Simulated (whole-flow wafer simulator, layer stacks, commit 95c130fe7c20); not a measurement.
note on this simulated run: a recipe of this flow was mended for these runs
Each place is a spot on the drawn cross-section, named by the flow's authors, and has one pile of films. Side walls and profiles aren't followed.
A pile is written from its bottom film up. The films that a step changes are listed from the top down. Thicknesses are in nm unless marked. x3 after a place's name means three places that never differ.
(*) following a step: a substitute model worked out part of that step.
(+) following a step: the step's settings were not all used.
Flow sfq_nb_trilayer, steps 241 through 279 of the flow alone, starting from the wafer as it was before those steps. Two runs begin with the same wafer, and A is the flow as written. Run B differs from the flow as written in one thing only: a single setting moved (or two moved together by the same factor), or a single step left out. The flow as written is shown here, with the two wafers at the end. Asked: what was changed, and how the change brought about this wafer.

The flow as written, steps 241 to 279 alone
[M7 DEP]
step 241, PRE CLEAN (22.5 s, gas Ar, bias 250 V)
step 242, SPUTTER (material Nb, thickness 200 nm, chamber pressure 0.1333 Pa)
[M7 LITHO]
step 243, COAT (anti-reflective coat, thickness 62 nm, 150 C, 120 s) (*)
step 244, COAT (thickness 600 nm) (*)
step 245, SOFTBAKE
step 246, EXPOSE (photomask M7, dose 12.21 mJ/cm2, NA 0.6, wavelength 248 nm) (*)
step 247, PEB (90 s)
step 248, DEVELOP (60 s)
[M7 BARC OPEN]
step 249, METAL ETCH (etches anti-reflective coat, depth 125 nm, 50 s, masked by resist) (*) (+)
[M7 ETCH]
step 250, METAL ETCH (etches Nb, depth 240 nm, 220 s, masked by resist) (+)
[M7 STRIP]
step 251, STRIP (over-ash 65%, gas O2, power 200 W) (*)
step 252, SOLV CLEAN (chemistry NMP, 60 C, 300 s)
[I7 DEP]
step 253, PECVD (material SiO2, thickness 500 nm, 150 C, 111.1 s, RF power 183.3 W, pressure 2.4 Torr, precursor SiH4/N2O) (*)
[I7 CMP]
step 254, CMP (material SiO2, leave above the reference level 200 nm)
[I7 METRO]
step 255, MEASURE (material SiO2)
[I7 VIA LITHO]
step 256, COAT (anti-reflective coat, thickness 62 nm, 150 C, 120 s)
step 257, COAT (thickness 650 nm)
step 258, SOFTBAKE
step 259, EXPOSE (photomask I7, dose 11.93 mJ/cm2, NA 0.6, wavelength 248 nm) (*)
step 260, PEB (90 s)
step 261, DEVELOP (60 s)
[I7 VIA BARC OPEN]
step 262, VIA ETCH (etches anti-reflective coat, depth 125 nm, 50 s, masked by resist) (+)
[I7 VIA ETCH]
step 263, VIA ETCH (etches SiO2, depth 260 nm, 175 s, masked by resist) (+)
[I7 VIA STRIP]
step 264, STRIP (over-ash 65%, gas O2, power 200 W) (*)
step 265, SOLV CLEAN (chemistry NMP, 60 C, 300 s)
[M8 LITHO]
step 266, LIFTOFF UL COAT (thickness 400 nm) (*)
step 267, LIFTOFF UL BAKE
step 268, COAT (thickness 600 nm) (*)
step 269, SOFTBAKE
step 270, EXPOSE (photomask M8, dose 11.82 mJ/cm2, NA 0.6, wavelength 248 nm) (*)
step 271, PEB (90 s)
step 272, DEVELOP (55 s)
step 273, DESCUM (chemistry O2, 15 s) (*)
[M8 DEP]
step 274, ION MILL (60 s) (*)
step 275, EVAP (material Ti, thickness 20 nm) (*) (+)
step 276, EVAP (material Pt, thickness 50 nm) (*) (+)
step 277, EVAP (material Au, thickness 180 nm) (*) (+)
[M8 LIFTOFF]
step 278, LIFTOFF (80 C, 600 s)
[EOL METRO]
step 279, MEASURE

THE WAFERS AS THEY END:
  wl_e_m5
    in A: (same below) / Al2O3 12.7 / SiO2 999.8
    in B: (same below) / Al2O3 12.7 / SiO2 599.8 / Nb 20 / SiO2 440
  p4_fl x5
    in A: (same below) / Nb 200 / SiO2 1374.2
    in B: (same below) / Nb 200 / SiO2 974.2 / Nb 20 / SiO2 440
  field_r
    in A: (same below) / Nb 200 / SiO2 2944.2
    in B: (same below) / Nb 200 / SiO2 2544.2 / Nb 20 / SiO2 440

The reason: step 242, SPUTTER: thickness 260 nm was run, whereas the flow has thickness 200 nm.

Step by step, how the change led to this:
  step 242, SPUTTER (material Nb, thickness 200 nm, chamber pressure 0.1333 Pa)
      field_l, v_sur, via_wl and 102 more: A Nb gains 200 (new film) | B Nb gains 260 (new film)
      via_v: A Nb gains 159.9 | B Nb gains 208.1
  step 250, METAL ETCH (etches Nb, depth 240 nm, 220 s, masked by resist) (+)
      field_l, field_r, lsp_l and 62 more: A Nb loses 200 (all of it), SiO2 loses 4 | B Nb loses 240
  step 253, PECVD (material SiO2, thickness 500 nm, 150 C, 111.1 s, RF power 183.3 W, pressure 2.4 Torr, precursor SiH4/N2O) (*)
      field_l, p4_fl x5, p4_w1 x9 and 44 more: A SiO2 gains 500 | B SiO2 gains 500 (new film)
      field_r, lsp_l: A SiO2 gains 477.2 | B SiO2 gains 473.2 (new film)
      (as well as at 5 more places)
  step 254, CMP (material SiO2, leave above the reference level 200 nm)
      field_l, p4_fl x5, p4_w1 x9 and 44 more: A SiO2 loses 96 | B SiO2 loses 60
      field_r, lsp_l: A SiO2 loses 73.2 | B SiO2 loses 33.2
      (as well as at 3 more places)
Taking metal films that touch as one body, wl_e_m5 has 7 bodies (between them, from the top down: SiO2 599.8 / Al2O3 12.7 / Nb2O5 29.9; SiO2 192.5; SiO2 192.5; SiO2 192.5; SiO2 192.5; SiO2 192.5); the flow as written gives 6 bodies (between them, from the top down: SiO2 192.5; SiO2 192.5; SiO2 192.5; SiO2 192.5; SiO2 192.5).
Taking metal films that touch as one body, p4_fl x5 has 3 bodies (between them, from the top down: SiO2 974.2; SiO2 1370); the flow as written gives 2 bodies (between them, from the top down: SiO2 1370).
Taking metal films that touch as one body, field_r has 2 bodies (between them, from the top down: SiO2 2544.2); the flow as written gives 1 body.
